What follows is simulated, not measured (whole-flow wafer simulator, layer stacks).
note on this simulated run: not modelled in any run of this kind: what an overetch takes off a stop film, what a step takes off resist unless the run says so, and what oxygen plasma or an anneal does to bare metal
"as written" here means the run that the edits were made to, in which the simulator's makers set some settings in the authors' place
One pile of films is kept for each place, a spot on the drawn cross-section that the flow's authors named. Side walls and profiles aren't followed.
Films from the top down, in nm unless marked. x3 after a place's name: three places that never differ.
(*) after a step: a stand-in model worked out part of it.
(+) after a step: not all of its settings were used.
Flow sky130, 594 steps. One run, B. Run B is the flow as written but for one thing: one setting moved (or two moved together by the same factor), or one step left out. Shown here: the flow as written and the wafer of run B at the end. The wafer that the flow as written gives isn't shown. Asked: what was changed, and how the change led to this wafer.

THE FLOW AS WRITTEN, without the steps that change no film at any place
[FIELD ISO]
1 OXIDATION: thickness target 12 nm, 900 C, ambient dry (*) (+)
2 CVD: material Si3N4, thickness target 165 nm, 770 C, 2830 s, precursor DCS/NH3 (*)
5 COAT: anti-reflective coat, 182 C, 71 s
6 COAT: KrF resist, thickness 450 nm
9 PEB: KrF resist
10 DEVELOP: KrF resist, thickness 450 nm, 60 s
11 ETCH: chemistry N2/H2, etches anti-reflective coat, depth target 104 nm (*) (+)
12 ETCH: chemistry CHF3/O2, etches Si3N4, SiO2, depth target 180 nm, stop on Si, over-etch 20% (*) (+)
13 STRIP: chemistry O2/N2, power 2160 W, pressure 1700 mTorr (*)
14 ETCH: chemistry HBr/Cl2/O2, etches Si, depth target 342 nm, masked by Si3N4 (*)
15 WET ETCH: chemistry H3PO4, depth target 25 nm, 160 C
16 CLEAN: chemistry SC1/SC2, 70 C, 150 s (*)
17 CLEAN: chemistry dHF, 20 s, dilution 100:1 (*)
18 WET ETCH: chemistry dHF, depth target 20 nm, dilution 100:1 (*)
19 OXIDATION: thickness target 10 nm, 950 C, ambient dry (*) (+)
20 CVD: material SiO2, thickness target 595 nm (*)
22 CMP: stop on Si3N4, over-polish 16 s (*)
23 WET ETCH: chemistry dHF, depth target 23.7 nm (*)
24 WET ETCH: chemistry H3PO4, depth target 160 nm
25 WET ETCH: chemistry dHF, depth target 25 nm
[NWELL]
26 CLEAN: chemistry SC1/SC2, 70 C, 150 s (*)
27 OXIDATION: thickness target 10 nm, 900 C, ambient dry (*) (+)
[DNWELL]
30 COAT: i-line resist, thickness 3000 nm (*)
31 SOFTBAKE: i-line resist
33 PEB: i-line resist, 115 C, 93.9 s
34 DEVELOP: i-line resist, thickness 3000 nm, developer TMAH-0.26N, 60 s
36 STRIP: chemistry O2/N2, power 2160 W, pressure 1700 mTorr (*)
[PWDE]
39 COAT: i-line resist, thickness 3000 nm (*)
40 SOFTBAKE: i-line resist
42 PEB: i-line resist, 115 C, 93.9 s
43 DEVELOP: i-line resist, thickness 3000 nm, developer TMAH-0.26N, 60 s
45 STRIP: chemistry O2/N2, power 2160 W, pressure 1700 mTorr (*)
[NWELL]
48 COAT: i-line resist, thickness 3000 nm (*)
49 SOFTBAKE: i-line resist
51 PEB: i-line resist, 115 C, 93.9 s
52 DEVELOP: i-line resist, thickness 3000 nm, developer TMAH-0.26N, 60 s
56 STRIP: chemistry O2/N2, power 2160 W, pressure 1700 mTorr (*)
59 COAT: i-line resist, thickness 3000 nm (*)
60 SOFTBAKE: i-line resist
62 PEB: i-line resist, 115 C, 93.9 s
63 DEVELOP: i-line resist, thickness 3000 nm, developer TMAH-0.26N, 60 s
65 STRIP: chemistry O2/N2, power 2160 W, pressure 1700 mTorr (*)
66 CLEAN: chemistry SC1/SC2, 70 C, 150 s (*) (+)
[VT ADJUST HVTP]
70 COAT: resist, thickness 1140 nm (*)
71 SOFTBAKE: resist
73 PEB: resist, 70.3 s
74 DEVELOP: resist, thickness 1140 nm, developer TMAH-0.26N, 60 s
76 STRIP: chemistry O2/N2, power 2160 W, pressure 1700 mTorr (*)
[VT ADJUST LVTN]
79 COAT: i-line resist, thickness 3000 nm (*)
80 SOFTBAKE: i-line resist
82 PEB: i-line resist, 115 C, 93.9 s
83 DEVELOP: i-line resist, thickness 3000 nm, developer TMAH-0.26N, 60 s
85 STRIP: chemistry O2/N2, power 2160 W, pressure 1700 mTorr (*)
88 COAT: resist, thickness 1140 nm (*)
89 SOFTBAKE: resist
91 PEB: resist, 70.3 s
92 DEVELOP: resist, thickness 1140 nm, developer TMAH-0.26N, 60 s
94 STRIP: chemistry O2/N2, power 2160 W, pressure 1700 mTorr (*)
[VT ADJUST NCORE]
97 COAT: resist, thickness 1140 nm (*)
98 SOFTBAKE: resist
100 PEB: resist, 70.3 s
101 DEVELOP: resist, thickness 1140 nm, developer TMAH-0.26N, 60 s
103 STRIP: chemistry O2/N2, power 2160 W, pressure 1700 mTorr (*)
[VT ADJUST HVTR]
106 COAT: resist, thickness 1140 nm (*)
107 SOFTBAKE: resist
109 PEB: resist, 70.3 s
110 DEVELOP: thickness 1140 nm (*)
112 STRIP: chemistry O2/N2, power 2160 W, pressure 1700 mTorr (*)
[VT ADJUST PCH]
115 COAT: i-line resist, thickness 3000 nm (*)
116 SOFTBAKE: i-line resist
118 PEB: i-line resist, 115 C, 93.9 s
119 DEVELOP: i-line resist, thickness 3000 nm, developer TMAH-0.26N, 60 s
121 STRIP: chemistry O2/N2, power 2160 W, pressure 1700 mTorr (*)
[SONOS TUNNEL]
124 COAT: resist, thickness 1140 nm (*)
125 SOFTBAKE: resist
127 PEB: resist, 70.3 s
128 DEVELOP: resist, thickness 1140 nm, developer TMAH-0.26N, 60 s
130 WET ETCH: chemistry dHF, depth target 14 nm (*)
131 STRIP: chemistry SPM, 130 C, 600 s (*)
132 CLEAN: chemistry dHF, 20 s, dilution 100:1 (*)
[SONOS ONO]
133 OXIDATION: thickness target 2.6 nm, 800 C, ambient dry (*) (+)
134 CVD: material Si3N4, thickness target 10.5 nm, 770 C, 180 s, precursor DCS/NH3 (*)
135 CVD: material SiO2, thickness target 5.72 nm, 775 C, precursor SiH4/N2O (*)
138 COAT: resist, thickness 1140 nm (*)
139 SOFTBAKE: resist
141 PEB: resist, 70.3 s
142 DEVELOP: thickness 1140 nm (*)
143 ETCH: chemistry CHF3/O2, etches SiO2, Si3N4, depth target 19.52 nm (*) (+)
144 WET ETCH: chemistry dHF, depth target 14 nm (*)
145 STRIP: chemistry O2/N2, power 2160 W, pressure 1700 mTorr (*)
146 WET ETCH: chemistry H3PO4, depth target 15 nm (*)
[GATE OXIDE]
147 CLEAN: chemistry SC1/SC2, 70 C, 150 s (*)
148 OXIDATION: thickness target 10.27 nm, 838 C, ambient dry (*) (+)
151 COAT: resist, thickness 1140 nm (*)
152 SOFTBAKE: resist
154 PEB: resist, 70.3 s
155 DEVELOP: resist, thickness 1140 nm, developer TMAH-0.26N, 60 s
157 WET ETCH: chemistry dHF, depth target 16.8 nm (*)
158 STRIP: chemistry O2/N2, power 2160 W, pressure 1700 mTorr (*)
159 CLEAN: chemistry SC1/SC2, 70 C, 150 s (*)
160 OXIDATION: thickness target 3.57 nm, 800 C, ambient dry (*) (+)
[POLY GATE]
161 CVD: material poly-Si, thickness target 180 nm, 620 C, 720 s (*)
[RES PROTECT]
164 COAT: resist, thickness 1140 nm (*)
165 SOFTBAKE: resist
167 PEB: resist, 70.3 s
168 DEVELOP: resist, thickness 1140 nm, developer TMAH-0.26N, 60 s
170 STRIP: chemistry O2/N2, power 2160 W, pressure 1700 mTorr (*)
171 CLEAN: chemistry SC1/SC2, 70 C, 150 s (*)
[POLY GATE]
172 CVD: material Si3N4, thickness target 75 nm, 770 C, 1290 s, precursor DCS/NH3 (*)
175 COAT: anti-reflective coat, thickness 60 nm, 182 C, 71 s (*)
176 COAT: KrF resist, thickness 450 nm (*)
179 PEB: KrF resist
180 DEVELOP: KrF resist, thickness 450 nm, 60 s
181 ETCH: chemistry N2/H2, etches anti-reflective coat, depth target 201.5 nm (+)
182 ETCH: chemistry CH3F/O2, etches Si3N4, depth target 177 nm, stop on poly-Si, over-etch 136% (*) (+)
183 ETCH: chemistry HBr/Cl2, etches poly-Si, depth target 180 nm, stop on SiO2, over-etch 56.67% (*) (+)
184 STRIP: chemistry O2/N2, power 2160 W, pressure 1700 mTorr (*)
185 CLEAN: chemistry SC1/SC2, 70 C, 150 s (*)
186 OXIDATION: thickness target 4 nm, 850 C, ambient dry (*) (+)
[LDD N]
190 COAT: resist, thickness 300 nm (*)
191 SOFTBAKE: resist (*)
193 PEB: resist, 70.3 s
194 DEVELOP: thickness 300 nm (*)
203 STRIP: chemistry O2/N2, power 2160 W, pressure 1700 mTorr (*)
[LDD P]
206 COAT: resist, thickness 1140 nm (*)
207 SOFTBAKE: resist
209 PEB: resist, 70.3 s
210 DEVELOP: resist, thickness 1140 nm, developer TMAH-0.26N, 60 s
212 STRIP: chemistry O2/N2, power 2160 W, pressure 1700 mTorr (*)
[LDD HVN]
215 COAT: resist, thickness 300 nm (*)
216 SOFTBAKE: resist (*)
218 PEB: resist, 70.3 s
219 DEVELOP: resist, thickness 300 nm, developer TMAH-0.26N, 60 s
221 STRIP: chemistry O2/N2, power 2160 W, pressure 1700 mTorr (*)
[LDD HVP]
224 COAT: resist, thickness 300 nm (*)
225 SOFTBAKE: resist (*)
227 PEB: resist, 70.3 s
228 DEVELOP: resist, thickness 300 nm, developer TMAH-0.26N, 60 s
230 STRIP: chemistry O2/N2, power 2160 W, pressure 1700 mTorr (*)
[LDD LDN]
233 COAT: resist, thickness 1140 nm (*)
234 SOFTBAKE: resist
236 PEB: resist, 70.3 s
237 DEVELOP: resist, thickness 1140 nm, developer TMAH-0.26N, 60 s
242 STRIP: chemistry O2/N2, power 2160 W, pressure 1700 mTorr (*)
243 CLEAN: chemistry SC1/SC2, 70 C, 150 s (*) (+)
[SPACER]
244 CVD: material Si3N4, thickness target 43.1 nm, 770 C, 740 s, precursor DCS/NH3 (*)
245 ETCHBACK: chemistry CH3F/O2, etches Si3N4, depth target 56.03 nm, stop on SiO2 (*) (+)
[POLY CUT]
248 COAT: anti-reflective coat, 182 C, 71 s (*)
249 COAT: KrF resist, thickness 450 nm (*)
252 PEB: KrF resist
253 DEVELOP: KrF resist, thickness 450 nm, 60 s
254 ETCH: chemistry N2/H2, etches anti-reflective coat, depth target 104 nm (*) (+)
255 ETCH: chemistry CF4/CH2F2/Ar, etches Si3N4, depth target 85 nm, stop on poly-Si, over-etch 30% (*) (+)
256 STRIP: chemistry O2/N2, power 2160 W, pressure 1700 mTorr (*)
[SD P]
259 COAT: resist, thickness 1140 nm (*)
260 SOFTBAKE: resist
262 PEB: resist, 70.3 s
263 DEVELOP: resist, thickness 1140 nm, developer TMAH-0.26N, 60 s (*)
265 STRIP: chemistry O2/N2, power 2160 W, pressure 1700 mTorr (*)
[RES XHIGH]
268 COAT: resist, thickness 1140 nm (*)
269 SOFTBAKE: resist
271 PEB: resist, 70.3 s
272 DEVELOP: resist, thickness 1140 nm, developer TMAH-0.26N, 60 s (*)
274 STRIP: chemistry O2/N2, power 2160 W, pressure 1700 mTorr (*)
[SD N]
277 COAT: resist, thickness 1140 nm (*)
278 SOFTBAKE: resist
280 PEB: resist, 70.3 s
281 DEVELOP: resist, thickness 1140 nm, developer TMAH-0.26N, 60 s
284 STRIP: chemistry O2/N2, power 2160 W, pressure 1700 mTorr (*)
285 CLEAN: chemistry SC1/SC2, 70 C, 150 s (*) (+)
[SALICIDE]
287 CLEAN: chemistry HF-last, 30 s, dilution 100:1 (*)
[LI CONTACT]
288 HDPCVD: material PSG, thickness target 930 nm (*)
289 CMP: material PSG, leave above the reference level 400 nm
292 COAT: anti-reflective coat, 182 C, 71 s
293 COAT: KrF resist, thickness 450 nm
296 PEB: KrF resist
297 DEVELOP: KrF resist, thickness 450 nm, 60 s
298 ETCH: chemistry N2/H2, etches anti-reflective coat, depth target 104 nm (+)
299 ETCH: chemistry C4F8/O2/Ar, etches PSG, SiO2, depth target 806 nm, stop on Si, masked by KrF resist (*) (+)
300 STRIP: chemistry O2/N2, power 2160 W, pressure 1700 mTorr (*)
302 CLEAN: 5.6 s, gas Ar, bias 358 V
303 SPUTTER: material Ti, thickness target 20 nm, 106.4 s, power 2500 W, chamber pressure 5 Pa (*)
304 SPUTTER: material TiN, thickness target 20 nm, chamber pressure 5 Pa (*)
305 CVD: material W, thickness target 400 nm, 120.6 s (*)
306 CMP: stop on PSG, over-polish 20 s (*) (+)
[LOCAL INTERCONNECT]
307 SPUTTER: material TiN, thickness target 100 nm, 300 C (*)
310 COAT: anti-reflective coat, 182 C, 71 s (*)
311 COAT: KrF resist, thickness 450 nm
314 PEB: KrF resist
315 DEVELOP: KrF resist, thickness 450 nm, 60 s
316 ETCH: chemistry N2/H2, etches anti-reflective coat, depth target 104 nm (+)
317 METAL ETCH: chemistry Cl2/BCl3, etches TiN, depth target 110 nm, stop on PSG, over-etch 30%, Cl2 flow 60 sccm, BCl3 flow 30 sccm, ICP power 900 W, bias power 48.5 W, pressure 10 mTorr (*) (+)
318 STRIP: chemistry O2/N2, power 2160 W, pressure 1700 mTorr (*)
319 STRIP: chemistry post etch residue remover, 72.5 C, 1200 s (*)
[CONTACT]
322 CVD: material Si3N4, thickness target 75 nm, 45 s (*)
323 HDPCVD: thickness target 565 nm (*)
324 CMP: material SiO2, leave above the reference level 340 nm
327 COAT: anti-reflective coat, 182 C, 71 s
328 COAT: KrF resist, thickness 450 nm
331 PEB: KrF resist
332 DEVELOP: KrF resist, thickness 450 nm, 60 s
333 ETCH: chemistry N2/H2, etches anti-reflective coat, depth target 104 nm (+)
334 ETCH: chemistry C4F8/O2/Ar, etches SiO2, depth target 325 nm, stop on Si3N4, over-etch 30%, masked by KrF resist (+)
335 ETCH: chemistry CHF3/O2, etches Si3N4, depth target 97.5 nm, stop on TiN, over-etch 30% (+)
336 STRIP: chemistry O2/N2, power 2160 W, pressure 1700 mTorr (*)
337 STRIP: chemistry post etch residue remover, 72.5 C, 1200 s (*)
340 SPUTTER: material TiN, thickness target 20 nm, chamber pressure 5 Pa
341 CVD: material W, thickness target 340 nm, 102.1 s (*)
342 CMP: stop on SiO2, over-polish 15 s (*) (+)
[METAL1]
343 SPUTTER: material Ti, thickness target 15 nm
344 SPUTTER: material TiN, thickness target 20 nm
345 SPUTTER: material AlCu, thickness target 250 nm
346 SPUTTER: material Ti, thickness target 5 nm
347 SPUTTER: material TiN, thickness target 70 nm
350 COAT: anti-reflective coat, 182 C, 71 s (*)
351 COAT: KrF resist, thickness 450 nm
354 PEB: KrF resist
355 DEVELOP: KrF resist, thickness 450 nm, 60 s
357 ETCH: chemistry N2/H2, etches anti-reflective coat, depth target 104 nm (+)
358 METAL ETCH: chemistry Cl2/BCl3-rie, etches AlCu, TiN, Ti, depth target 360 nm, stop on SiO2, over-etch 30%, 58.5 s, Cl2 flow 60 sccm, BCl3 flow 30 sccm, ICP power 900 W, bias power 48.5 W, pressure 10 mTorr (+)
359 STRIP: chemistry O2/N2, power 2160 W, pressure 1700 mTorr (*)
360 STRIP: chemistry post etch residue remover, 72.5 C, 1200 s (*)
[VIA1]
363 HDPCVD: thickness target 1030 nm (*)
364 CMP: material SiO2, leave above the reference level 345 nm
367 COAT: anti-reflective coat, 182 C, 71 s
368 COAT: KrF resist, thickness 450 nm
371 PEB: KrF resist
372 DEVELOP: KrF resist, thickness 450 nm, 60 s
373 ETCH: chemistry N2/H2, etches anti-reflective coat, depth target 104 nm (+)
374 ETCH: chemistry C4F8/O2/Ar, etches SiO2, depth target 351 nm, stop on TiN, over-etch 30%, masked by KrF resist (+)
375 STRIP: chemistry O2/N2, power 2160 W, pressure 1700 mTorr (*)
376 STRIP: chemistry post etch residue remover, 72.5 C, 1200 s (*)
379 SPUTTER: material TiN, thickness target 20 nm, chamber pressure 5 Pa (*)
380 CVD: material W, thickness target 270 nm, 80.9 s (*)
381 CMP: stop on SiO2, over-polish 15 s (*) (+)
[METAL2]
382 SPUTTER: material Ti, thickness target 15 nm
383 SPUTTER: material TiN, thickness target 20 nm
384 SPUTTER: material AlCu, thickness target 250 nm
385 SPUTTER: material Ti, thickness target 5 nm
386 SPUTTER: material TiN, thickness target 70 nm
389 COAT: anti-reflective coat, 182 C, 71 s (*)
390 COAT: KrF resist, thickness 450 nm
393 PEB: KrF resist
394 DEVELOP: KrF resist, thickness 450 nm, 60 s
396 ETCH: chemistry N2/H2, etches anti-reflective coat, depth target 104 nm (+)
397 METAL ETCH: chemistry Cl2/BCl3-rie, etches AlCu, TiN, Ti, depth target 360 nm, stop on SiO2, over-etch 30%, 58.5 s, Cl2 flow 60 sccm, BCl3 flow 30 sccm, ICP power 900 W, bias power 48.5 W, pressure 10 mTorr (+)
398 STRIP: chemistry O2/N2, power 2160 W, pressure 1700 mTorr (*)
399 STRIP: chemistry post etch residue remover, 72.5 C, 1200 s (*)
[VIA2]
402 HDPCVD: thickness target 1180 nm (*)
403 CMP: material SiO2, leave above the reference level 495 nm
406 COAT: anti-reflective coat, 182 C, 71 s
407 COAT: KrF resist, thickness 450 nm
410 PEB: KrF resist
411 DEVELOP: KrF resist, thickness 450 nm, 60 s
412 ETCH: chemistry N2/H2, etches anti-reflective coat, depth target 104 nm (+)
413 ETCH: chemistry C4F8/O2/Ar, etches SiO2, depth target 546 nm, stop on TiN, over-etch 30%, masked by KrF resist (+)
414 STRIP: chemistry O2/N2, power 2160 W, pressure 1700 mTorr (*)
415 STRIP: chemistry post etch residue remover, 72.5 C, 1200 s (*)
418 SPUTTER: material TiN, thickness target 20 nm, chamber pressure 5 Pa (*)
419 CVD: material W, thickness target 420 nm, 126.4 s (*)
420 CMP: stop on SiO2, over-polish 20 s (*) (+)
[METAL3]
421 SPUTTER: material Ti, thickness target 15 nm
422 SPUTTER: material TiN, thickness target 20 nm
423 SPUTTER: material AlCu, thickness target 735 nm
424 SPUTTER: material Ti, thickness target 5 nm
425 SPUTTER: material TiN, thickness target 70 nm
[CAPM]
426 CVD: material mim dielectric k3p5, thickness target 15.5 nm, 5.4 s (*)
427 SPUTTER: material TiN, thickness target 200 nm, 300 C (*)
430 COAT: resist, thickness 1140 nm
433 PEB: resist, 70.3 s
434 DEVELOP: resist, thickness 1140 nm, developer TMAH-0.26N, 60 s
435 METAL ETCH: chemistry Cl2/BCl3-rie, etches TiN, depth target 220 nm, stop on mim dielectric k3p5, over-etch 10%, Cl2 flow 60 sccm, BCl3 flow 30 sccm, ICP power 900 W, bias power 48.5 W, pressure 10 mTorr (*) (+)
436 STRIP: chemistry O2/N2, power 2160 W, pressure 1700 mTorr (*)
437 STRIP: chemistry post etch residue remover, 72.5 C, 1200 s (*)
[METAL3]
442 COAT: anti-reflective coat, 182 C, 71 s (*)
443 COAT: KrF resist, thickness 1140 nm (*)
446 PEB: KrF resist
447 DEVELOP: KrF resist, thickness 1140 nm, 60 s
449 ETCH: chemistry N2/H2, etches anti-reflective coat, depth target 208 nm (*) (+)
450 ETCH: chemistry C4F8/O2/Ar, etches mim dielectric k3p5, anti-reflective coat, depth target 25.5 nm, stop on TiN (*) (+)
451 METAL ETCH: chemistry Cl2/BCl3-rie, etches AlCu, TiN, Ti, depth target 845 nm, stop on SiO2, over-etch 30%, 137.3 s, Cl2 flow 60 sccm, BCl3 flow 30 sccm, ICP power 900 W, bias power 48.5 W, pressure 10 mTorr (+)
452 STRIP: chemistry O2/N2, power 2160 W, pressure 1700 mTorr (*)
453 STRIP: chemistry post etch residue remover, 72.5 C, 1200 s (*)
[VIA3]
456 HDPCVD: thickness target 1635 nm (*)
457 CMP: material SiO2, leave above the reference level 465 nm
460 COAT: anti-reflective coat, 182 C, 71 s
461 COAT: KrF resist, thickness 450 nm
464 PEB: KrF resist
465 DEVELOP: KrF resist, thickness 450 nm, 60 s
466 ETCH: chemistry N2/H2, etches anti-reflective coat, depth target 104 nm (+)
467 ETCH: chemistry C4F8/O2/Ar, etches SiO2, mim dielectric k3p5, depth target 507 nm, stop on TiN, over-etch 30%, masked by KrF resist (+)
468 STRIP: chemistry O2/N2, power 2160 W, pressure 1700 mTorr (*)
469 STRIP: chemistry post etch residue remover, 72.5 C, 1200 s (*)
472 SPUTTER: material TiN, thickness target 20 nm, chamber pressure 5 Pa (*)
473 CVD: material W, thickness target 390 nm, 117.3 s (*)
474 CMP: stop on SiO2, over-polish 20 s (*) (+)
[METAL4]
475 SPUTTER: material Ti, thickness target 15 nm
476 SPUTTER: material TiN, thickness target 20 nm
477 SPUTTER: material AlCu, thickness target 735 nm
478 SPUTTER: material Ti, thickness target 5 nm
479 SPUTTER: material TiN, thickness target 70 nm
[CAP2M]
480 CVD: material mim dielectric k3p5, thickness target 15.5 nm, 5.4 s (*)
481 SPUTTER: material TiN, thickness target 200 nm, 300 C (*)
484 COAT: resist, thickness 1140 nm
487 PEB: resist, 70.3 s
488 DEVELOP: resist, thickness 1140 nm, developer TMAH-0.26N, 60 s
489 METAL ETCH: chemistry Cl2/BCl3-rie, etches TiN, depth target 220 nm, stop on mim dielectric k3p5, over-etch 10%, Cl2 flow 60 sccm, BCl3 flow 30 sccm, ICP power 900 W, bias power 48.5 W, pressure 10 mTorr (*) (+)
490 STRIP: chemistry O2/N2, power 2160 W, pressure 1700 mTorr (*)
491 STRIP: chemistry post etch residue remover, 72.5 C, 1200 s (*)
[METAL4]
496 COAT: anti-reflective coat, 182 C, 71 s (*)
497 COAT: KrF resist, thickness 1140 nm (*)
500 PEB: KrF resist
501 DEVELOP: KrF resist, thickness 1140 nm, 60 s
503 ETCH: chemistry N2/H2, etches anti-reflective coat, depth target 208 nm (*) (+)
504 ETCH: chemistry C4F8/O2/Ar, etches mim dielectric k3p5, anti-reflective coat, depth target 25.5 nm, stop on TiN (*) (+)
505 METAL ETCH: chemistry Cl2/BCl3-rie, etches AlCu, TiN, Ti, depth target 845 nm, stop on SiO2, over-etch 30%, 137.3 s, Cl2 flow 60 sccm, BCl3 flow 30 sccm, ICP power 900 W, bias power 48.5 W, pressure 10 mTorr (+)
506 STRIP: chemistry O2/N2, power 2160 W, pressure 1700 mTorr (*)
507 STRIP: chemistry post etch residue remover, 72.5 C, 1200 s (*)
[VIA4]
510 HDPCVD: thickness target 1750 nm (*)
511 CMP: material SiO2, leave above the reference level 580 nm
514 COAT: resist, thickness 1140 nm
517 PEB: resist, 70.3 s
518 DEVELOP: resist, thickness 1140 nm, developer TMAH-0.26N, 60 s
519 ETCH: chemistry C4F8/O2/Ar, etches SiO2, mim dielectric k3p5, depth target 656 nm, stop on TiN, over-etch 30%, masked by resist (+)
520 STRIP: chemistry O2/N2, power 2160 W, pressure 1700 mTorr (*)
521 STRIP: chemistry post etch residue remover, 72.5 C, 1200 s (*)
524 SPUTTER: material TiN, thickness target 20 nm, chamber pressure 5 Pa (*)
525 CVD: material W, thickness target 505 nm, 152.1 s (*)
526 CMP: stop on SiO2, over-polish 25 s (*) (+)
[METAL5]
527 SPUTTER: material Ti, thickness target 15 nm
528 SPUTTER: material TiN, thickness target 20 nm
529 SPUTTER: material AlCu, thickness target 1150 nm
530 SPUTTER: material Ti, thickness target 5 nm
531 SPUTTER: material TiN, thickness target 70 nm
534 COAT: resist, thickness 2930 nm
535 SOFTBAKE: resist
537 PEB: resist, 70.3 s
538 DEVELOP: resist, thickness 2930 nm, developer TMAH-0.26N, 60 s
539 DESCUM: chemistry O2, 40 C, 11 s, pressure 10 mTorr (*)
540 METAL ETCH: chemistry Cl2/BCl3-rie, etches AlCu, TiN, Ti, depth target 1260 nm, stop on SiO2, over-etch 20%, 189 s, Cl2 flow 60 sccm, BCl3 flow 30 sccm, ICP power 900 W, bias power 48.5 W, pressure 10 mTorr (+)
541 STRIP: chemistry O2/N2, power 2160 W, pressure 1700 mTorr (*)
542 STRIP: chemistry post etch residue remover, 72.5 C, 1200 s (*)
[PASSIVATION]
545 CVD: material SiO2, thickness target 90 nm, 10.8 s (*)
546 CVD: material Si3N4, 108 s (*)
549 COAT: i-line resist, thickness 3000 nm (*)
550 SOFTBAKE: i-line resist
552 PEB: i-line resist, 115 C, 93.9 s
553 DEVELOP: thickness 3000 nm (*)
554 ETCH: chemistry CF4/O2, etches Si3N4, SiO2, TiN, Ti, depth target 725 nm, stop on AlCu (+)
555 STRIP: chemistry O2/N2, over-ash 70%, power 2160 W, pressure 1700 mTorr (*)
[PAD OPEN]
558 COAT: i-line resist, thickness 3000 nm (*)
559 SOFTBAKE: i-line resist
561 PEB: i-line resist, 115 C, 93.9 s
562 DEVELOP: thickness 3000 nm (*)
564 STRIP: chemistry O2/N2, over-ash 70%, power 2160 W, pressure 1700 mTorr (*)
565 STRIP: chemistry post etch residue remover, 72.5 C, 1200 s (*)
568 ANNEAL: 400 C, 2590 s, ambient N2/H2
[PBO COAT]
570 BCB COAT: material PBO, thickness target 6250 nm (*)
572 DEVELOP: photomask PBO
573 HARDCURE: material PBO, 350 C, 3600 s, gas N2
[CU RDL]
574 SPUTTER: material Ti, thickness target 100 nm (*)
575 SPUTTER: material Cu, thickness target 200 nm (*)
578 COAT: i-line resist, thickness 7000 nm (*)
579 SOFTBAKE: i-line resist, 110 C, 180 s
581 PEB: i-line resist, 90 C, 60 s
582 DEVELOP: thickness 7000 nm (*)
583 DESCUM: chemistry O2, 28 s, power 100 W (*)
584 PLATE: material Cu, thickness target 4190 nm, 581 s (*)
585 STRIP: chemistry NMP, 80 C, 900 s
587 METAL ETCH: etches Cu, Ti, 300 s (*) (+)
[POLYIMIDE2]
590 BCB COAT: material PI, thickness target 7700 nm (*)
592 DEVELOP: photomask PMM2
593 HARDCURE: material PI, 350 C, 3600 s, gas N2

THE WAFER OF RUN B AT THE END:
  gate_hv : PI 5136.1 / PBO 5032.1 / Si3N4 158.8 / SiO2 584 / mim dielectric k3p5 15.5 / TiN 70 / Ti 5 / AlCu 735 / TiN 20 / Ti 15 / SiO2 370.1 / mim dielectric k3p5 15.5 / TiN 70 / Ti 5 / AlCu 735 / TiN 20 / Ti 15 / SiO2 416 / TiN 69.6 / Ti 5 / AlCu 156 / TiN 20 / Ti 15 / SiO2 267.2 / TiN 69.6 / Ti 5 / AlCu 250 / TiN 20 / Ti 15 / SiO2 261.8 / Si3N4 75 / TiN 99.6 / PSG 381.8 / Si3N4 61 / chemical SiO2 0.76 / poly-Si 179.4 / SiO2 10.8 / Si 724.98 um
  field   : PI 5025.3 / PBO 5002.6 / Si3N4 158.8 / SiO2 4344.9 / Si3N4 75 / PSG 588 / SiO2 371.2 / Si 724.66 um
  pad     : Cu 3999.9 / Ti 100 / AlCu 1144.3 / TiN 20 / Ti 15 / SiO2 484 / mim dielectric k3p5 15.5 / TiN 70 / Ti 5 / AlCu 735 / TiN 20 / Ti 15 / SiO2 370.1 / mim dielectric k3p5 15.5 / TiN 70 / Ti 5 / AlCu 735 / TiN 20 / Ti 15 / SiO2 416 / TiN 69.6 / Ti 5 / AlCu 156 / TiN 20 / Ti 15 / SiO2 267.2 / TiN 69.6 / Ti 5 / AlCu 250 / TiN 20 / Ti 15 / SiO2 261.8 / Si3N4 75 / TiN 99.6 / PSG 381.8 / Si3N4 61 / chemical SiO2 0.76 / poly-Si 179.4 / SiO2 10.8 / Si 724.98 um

The cause: step 384, SPUTTER: thickness target 156 nm was run, where the flow has thickness target 250 nm.
It can be read off the wafer: gate_hv has AlCu 156, and step 384 as written asks for 250 nm.

How the change led to this, step by step:
  384 SPUTTER: material AlCu, thickness target 250 nm
      field, active, n_well and 188 more: AlCu +156 (new film) (as written it would be: AlCu +250 (new film))
  397 METAL ETCH: chemistry Cl2/BCl3-rie, etches AlCu, TiN, Ti, depth target 360 nm, stop on SiO2, over-etch 30%, 58.5 s, Cl2 flow 60 sccm, BCl3 flow 30 sccm, ICP power 900 W, bias power 48.5 W, pressure 10 mTorr (+)
      field, active, gate and 82 more: TiN -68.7 (all of it), Ti -5 (all of it), AlCu -156 (all of it), TiN -20 (all of it), Ti -15 (all of it), SiO2 -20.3 (as written it would be: TiN -68.7 (all of it), Ti -5 (all of it), AlCu -250 (all of it), TiN -20 (all of it), Ti -15 (all of it), SiO2 -10.9)
  403 CMP: material SiO2, leave above the reference level 495 nm
      field, active, gate and 82 more: SiO2 -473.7 (as written it would be: SiO2 -389.1)
